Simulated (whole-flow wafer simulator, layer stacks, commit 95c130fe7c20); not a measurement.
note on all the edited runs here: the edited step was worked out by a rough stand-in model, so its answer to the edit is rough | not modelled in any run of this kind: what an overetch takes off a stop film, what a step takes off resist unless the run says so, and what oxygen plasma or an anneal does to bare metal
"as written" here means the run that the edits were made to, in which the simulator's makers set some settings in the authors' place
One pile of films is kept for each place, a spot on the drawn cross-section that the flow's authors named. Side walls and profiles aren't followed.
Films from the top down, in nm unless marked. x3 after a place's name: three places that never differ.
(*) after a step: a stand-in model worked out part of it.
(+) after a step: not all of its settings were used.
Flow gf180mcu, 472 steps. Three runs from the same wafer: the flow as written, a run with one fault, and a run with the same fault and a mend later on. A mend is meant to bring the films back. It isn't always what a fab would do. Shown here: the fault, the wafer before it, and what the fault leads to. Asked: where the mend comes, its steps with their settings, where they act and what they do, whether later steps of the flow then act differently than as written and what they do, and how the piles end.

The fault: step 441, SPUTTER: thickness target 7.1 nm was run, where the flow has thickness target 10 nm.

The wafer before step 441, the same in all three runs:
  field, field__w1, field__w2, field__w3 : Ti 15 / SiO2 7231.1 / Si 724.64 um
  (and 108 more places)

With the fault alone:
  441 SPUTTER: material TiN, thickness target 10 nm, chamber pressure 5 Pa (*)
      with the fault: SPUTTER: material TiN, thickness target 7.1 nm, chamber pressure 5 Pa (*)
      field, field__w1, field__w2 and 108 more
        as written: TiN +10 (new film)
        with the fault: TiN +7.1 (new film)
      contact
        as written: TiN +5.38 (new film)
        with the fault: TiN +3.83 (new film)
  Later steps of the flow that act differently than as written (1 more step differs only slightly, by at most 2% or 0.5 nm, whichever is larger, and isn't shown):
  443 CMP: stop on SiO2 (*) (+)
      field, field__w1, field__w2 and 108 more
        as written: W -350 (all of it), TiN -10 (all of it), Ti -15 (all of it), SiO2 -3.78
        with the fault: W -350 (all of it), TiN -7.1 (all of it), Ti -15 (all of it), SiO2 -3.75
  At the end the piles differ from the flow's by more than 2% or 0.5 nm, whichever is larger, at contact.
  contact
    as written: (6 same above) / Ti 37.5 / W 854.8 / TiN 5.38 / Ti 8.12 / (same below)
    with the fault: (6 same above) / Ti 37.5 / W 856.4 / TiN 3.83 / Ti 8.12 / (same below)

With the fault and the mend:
  The mend comes after step 441.
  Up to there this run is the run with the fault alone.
  441a SPUTTER: material TiN, thickness target 2.9 nm, chamber pressure 5 Pa (*) (the flow's step 441 once more, with other settings)
      field, field__w1, field__w2 and 108 more
        TiN +2.9
      contact
        TiN +1.56
  No later step of the flow acts differently than as written at any place that is followed.
  At the end the piles are the same as the flow's at every place that both follow.
